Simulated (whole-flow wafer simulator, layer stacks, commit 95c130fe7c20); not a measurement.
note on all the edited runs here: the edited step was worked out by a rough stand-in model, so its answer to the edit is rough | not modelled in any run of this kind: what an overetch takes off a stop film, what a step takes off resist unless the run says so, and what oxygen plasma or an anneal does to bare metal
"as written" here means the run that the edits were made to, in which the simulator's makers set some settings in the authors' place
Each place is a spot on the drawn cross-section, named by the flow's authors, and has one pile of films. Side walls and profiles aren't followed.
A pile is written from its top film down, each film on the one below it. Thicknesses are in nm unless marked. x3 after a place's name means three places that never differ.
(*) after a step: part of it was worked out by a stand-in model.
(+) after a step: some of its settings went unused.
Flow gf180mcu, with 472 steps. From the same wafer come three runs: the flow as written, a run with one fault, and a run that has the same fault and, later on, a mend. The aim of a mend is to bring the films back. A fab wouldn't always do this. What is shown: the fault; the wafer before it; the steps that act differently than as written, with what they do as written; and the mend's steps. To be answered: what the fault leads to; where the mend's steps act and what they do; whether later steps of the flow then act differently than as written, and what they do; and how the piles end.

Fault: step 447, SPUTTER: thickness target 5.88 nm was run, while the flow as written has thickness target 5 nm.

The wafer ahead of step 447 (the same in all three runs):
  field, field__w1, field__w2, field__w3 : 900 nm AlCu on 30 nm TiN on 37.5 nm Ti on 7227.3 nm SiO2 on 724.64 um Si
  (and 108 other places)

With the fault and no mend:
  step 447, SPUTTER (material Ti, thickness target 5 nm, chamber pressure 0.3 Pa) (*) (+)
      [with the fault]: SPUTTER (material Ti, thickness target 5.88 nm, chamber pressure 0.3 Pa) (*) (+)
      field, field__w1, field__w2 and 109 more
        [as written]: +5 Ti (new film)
        [with the fault]: +5.88 Ti (new film)
  Steps later in the flow that act otherwise than as written (not shown: 5 more steps that differ only slightly, by at most 2% or 0.5 nm, whichever is larger):
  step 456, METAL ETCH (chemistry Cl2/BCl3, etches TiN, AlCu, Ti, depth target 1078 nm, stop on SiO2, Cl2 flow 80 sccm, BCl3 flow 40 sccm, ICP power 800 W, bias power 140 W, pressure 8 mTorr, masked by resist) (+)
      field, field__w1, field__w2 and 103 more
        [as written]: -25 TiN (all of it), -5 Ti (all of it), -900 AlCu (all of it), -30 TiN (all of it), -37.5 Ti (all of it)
        [with the fault]: -25 TiN (all of it), -5.88 Ti (all of it), -900 AlCu (all of it), -30 TiN (all of it), -37.5 Ti (all of it)
  The piles end different from the flow's at field__w8, contact, m1, m1__w1, pad, m1_nw by more than 2% or 0.5 nm, whichever is larger.
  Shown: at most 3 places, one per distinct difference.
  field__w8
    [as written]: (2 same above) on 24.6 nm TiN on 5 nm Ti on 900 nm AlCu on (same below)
    [with the fault]: (2 same above) on 24.6 nm TiN on 5.88 nm Ti on 900 nm AlCu on (same below)
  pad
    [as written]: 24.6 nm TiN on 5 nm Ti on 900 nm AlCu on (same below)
    [with the fault]: 24.6 nm TiN on 5.88 nm Ti on 900 nm AlCu on (same below)

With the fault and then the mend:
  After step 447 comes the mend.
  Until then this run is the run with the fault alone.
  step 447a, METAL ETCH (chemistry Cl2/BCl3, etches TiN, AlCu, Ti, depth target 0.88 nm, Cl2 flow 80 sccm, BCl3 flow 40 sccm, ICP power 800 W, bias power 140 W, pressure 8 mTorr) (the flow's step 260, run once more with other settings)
      field, field__w1, field__w2 and 109 more
        -0.88 Ti
  Every later step of the flow that is run acts as written at every place that is followed.
  By the end, the piles equal the flow's at every place that both follow.
